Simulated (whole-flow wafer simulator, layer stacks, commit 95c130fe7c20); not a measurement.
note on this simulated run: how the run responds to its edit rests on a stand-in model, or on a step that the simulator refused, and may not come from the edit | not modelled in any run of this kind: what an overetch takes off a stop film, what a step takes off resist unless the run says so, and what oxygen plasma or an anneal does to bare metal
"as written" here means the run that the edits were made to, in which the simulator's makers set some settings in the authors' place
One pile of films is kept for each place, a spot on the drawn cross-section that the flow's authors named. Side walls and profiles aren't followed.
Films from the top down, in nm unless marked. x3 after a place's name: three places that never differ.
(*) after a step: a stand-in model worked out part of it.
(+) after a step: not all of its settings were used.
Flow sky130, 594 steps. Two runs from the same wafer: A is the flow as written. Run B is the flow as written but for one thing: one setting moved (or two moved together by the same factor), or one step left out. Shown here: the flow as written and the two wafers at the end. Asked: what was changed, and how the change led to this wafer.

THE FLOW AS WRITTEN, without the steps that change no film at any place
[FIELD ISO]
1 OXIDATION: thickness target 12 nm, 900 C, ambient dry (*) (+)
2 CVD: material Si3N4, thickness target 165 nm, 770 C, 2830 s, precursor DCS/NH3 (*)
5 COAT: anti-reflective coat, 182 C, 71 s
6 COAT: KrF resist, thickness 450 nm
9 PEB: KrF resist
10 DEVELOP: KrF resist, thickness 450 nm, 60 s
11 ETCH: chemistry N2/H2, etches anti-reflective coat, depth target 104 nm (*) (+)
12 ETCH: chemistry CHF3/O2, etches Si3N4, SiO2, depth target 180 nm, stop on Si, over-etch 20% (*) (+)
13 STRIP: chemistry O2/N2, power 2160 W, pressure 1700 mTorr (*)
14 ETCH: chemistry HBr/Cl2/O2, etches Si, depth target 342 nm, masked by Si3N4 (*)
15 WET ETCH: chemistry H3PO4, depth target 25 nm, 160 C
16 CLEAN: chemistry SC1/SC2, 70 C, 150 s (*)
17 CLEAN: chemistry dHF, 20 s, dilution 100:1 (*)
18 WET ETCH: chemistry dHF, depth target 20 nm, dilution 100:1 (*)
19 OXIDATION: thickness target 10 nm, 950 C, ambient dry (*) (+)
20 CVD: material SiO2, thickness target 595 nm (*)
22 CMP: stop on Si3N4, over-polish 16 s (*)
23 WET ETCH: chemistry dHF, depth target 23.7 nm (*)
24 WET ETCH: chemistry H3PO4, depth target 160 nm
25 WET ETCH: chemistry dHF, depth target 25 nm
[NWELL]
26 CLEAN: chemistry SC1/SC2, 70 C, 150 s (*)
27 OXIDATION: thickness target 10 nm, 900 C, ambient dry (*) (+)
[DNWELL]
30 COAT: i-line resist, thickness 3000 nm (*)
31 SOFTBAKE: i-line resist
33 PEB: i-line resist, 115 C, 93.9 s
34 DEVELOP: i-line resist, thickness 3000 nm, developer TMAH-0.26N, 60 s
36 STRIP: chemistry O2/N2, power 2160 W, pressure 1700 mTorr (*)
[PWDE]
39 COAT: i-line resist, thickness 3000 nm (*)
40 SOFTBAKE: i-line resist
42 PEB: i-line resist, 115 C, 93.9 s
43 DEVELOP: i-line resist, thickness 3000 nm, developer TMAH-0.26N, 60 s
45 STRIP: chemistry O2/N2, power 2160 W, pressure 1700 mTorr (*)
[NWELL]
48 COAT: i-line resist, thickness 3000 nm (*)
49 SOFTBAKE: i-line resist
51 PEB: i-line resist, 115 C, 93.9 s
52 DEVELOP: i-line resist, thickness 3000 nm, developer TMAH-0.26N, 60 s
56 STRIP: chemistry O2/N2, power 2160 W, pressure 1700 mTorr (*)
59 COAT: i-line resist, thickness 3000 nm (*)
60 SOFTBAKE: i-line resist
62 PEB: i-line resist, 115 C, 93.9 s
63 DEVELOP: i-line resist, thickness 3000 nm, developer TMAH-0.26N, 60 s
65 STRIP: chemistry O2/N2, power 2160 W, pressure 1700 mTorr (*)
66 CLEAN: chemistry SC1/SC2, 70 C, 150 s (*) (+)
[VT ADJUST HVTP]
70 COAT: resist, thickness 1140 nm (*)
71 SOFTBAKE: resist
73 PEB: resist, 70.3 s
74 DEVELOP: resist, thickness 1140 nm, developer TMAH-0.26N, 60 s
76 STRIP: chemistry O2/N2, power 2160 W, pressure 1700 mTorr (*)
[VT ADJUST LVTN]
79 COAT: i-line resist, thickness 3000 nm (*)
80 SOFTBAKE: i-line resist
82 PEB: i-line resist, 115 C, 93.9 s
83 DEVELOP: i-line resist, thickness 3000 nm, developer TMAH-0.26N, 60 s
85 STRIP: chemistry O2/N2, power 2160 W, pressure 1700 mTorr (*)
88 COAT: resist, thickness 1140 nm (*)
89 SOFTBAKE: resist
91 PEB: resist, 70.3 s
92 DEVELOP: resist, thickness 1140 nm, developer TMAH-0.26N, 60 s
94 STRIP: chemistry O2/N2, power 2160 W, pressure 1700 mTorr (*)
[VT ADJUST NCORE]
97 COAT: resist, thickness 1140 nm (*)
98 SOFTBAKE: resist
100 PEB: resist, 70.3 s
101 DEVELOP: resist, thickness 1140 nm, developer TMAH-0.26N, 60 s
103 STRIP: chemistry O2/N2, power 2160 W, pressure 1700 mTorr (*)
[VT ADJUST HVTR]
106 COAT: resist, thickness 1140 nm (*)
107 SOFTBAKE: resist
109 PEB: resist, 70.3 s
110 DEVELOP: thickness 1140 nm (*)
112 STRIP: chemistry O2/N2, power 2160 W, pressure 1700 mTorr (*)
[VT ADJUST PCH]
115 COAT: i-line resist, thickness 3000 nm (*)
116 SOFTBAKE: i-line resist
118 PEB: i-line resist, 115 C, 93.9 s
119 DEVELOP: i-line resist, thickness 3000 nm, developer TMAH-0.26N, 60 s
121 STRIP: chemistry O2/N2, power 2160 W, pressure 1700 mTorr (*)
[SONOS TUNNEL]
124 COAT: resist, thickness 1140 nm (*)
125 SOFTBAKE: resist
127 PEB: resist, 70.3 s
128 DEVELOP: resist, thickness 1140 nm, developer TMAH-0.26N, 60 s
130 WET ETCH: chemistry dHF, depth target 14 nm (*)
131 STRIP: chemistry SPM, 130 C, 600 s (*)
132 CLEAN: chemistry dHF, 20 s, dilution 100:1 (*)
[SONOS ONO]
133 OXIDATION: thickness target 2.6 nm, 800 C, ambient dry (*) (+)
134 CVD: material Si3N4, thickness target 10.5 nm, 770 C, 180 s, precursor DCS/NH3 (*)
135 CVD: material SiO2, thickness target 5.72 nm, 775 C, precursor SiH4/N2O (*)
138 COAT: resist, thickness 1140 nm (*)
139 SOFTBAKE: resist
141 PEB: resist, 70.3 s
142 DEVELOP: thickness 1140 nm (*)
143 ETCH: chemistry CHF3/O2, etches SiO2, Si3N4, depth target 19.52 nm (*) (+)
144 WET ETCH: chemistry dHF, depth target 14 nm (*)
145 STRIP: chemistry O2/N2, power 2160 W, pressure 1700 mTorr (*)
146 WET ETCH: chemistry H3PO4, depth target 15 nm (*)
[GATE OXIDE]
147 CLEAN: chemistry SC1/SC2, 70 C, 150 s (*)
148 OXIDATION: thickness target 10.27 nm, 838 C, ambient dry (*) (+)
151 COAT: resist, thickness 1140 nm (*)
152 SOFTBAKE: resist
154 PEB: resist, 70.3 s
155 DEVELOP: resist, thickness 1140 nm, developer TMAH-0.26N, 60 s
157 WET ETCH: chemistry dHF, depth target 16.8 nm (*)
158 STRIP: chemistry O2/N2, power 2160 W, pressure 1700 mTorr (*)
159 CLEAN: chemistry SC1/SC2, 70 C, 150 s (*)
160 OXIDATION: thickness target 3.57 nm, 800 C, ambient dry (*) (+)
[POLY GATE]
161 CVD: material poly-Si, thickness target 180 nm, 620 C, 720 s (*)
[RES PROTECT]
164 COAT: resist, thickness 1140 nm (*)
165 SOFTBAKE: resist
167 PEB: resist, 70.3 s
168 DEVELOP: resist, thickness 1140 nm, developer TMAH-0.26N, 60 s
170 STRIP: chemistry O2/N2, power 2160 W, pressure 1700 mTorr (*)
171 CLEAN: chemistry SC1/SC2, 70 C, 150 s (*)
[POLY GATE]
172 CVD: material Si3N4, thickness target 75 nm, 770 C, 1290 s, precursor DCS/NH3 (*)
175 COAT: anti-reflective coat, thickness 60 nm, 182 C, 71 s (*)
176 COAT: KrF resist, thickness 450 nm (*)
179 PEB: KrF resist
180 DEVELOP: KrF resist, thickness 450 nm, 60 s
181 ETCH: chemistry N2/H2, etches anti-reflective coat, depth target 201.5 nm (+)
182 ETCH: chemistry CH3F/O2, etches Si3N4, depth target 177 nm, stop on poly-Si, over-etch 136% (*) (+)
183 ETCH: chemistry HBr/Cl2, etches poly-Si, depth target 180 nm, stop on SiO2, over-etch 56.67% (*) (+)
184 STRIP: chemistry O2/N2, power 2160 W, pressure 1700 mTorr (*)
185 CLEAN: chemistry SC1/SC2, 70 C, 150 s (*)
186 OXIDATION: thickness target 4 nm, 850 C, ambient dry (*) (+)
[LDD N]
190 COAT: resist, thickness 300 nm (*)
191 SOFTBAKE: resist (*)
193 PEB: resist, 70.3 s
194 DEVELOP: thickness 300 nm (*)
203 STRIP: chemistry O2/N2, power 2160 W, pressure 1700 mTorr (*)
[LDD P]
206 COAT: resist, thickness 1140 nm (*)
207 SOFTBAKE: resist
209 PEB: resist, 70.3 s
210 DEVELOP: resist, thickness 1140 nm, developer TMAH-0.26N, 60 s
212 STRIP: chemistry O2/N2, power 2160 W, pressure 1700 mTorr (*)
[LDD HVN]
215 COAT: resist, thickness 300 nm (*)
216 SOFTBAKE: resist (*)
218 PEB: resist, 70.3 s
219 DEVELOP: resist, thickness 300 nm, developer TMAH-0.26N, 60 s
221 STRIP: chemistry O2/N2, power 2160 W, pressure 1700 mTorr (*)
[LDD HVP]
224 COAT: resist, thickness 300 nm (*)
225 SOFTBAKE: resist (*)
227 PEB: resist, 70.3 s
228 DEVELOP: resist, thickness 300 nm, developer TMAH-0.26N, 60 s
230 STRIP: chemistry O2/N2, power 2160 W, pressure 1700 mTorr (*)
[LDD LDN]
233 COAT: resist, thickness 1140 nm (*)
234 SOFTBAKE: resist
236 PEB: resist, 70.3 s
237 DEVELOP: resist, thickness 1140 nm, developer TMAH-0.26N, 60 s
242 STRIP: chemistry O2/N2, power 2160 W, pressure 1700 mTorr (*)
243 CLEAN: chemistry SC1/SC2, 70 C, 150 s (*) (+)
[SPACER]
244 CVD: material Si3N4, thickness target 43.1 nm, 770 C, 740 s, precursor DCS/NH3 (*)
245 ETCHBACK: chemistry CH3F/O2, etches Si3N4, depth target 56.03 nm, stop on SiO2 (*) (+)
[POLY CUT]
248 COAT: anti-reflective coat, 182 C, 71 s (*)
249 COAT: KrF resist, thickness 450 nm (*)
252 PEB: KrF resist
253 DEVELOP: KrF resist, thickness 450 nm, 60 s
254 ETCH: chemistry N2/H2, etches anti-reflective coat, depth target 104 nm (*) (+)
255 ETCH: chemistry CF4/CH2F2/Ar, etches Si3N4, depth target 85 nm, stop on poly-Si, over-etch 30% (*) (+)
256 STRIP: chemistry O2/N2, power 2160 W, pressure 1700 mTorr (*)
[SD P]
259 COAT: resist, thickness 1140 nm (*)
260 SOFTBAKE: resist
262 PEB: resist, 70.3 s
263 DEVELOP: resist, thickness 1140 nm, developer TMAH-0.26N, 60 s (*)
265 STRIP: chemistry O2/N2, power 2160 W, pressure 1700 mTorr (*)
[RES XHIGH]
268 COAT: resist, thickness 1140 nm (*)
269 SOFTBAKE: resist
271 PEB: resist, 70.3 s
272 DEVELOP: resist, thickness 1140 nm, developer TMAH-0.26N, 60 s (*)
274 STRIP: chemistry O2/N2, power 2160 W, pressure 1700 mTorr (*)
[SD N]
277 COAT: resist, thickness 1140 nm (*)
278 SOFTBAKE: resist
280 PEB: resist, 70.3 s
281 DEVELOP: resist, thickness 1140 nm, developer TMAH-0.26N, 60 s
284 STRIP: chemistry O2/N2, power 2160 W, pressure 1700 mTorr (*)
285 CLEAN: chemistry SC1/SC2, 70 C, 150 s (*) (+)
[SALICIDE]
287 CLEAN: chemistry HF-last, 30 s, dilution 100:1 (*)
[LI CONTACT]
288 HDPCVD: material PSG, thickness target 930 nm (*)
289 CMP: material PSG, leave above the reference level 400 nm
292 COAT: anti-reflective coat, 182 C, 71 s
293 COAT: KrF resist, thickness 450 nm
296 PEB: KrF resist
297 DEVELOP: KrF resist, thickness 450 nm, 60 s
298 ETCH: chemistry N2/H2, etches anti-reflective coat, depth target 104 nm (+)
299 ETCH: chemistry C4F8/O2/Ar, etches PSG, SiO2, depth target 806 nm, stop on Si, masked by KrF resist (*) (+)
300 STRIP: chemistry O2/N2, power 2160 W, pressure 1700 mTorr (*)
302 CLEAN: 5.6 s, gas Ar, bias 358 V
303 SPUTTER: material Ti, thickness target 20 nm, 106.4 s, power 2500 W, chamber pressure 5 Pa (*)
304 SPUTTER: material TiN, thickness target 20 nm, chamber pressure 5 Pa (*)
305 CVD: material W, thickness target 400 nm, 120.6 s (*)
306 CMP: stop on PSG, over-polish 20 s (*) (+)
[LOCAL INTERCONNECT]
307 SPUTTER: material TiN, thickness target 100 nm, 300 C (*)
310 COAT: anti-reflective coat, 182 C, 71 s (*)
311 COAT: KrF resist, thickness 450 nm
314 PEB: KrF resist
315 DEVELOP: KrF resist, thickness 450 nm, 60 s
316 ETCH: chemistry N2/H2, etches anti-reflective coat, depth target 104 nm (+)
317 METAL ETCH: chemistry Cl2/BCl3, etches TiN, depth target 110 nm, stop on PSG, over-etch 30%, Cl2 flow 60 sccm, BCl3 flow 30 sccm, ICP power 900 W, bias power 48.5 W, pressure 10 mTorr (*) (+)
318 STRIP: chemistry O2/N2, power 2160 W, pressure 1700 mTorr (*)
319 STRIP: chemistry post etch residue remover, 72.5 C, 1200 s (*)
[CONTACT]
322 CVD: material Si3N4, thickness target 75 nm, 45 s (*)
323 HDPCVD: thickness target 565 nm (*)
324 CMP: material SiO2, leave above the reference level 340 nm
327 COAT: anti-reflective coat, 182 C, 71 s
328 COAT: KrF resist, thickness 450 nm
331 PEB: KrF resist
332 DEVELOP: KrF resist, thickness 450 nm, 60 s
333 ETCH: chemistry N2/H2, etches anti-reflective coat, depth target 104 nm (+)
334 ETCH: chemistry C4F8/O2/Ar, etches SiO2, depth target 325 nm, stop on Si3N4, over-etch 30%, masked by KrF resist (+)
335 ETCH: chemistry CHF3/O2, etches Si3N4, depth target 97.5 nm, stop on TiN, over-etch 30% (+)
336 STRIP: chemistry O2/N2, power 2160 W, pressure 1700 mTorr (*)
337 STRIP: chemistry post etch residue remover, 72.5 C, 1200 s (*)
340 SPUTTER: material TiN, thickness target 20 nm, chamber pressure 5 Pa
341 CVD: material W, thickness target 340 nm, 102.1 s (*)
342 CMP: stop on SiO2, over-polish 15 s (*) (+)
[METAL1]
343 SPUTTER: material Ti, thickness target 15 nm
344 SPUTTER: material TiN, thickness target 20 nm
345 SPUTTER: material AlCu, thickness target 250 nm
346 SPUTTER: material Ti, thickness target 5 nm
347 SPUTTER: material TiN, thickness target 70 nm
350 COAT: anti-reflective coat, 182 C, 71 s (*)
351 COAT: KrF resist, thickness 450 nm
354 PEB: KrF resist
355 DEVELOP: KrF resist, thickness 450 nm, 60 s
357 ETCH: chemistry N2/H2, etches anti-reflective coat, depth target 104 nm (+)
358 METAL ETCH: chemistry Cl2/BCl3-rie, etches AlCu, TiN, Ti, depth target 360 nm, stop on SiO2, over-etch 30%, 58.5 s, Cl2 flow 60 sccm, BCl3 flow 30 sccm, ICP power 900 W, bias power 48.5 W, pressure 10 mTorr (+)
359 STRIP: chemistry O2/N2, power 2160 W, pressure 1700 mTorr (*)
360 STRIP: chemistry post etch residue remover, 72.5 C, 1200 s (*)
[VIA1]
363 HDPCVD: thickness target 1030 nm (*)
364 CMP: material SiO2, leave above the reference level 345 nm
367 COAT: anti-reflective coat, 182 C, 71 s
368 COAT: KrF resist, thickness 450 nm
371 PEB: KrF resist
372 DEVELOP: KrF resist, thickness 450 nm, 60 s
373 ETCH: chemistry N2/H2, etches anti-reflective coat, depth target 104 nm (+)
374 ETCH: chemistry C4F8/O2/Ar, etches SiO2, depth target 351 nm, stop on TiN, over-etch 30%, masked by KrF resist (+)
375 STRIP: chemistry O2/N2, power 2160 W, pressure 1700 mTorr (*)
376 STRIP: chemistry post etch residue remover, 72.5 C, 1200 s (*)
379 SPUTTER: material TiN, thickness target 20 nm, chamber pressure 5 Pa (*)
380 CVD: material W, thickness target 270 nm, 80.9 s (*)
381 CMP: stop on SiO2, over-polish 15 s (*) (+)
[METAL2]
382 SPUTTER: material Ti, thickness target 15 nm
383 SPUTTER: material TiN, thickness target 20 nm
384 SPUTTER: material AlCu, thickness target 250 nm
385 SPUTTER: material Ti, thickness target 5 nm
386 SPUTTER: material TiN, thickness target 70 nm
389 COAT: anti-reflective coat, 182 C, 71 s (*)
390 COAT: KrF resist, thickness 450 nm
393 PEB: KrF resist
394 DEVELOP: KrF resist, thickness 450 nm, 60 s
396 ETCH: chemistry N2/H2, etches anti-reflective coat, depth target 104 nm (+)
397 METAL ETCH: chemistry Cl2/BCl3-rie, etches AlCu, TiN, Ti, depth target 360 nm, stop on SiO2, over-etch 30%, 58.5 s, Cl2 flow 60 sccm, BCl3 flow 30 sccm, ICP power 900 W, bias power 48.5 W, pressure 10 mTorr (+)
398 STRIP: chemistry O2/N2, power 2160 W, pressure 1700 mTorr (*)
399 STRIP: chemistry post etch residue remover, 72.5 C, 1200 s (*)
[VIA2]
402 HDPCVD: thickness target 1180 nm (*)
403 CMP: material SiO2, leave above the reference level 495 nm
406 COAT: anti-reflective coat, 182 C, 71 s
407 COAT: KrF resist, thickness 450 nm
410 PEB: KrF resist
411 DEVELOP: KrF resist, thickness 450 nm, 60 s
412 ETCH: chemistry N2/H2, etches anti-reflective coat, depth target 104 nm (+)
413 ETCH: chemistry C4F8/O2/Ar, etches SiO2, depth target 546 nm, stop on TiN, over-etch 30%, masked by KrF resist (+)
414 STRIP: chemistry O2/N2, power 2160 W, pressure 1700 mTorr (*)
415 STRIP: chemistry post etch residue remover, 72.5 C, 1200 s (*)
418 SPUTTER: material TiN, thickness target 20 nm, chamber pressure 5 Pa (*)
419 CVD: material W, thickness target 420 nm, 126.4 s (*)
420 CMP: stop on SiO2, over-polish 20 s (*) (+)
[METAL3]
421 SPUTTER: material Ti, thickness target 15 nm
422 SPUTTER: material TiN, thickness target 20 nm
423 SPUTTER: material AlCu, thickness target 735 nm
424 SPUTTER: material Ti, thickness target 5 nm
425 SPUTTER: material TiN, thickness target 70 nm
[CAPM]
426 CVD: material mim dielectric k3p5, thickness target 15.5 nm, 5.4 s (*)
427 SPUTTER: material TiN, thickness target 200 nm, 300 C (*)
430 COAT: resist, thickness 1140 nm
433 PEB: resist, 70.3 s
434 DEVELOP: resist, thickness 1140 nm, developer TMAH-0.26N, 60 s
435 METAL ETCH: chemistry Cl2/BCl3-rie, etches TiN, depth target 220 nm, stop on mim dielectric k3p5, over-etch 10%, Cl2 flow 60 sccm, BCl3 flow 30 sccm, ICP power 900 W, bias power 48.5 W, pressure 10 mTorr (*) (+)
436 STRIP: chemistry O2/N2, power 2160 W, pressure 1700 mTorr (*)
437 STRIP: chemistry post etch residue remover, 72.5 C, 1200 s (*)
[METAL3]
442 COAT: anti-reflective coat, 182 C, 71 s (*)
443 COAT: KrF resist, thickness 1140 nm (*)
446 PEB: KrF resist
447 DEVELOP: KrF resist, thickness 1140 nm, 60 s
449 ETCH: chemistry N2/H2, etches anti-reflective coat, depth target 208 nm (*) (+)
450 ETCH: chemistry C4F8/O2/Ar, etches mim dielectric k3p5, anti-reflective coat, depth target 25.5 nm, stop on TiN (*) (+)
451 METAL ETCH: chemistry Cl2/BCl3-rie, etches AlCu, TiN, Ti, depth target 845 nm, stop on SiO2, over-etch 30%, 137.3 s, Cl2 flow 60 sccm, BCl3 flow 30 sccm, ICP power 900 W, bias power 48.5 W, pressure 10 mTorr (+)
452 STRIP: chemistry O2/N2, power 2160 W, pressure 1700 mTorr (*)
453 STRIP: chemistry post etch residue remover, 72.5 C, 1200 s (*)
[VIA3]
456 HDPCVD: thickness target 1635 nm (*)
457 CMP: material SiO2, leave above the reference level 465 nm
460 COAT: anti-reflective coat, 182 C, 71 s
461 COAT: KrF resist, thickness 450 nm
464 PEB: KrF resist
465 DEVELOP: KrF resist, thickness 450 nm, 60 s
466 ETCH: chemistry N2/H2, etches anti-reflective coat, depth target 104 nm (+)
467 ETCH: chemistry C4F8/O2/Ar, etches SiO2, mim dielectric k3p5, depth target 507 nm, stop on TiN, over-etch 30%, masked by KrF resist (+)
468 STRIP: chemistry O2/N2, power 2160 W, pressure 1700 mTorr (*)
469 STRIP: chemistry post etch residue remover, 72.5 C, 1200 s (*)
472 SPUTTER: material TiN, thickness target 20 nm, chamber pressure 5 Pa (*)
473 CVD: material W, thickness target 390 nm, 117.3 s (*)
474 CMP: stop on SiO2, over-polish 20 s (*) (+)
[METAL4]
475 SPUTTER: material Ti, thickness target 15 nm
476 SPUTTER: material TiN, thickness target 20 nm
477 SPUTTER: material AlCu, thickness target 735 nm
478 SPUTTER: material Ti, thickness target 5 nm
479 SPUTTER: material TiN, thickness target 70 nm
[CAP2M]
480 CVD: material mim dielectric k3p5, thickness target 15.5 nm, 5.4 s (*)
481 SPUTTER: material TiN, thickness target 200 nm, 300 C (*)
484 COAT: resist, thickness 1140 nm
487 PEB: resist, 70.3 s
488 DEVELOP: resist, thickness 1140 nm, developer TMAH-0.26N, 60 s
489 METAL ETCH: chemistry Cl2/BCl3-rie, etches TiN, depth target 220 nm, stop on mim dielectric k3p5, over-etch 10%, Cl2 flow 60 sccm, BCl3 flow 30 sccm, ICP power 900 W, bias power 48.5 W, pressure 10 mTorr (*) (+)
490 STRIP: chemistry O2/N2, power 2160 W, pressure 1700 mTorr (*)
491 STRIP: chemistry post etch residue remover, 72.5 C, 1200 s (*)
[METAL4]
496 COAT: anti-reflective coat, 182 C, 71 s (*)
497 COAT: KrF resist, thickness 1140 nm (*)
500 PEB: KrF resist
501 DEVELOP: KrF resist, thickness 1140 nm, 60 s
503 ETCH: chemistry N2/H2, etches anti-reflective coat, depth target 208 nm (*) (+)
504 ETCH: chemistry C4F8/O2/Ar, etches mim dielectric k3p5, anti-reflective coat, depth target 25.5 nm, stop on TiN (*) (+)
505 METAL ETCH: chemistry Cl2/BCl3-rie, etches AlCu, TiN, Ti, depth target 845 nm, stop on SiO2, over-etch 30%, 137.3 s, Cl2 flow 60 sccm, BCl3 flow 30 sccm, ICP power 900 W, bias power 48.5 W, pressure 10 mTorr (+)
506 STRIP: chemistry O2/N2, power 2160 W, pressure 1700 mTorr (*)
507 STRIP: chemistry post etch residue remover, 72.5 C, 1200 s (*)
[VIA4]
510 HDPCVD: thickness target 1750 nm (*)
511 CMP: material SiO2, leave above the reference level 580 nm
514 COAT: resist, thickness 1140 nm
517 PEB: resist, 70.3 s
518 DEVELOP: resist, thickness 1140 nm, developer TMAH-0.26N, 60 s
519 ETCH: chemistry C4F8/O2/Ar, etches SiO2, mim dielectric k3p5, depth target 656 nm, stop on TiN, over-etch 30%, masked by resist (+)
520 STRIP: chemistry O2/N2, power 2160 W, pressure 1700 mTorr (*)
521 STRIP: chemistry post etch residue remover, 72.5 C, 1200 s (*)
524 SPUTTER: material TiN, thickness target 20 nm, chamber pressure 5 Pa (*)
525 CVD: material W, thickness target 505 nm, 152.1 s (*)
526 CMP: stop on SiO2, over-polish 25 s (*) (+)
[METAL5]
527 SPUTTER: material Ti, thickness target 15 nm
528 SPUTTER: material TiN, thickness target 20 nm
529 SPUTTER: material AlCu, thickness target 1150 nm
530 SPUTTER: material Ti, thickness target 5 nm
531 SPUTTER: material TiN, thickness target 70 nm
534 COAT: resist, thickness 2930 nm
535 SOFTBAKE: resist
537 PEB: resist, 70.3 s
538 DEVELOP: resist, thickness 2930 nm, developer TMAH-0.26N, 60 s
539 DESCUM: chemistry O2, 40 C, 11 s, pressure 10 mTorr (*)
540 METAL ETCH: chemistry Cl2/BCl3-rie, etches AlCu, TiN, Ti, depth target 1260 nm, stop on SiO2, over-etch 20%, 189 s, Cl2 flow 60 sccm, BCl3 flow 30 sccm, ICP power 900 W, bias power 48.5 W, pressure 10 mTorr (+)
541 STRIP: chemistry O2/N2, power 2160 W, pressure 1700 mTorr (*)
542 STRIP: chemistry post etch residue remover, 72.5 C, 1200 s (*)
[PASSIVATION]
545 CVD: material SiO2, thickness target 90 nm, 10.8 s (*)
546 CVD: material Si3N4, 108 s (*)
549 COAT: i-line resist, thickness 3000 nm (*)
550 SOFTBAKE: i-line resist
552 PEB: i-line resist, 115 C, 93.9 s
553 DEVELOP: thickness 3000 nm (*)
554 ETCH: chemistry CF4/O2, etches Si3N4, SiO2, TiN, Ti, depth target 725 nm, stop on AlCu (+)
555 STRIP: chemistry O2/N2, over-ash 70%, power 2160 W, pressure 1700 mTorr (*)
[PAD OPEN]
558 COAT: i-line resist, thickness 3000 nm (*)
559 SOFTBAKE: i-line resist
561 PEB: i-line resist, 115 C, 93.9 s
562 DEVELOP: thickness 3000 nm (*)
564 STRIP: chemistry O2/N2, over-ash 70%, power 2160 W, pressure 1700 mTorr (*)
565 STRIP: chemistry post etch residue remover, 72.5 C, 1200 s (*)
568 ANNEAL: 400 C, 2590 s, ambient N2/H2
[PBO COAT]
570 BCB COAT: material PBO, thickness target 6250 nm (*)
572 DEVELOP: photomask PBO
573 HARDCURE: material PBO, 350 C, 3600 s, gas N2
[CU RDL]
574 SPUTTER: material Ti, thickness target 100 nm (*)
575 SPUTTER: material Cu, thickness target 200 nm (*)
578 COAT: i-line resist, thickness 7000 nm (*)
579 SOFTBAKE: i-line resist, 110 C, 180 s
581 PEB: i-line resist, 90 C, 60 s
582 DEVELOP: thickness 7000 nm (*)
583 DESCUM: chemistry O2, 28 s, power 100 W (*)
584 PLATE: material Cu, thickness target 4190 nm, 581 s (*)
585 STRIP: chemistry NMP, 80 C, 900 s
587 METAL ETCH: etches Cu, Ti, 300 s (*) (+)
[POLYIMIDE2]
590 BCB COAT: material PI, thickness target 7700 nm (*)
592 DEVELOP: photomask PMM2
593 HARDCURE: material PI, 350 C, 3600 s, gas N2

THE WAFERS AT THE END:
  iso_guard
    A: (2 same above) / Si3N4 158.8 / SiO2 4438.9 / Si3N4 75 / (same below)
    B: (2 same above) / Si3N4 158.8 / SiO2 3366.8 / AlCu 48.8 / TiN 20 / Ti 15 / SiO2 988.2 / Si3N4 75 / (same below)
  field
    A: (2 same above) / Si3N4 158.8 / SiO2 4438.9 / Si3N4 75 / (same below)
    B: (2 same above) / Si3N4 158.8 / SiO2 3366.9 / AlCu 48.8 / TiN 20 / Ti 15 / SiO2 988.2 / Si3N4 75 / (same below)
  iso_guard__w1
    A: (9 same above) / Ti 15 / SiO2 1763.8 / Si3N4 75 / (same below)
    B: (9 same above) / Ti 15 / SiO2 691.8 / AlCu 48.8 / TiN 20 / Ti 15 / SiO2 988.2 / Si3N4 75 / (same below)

The cause: step 397, METAL ETCH: depth target 207 nm was run, where the flow has depth target 360 nm; step 397, METAL ETCH: 33.6 s was run, where the flow has 58.5 s.

How the change led to this, step by step:
  397 METAL ETCH: chemistry Cl2/BCl3-rie, etches AlCu, TiN, Ti, depth target 360 nm, stop on SiO2, over-etch 30%, 58.5 s, Cl2 flow 60 sccm, BCl3 flow 30 sccm, ICP power 900 W, bias power 48.5 W, pressure 10 mTorr (+)
      field, active, gate and 82 more: A TiN -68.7 (all of it), Ti -5 (all of it), AlCu -250 (all of it), TiN -20 (all of it), Ti -15 (all of it), SiO2 -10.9 | B TiN -68.7 (all of it), Ti -5 (all of it), AlCu -195.4
      n_well, p_well, sd_n and 82 more: A KrF resist -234 | B KrF resist -134.5
      (and at 21 more places)
  398 STRIP: chemistry O2/N2, power 2160 W, pressure 1700 mTorr (*)
      gate_hv, mim, dice_street and 96 more: A KrF resist -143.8 (all of it), anti-reflective coat -80 (all of it) | B KrF resist -243.3 (all of it), anti-reflective coat -80 (all of it)
      n_well, p_well, sd_n, sd_p, pad: A KrF resist -143.8 (all of it), anti-reflective coat -80 (all of it) | B KrF resist -243.2 (all of it), anti-reflective coat -80 (all of it)
      (and at 2 more places)
  399 STRIP: chemistry post etch residue remover, 72.5 C, 1200 s (*)
      field, active, gate and 82 more: A nothing | B AlCu -5.72
  402 HDPCVD: thickness target 1180 nm (*)
      field, active, gate and 82 more: A SiO2 +1180 | B SiO2 +1180 (new film)
  403 CMP: material SiO2, leave above the reference level 495 nm
      field, active, gate and 82 more: A SiO2 -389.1 | B SiO2 -483.8
Counting metal films that touch as one body, iso_guard has 1 body; the flow as written gives 0 bodies.
Counting metal films that touch as one body, field has 1 body; the flow as written gives 0 bodies.
Counting metal films that touch as one body, iso_guard__w1 has 2 bodies (between them, from the top down: SiO2 691.8); the flow as written gives 1 body.
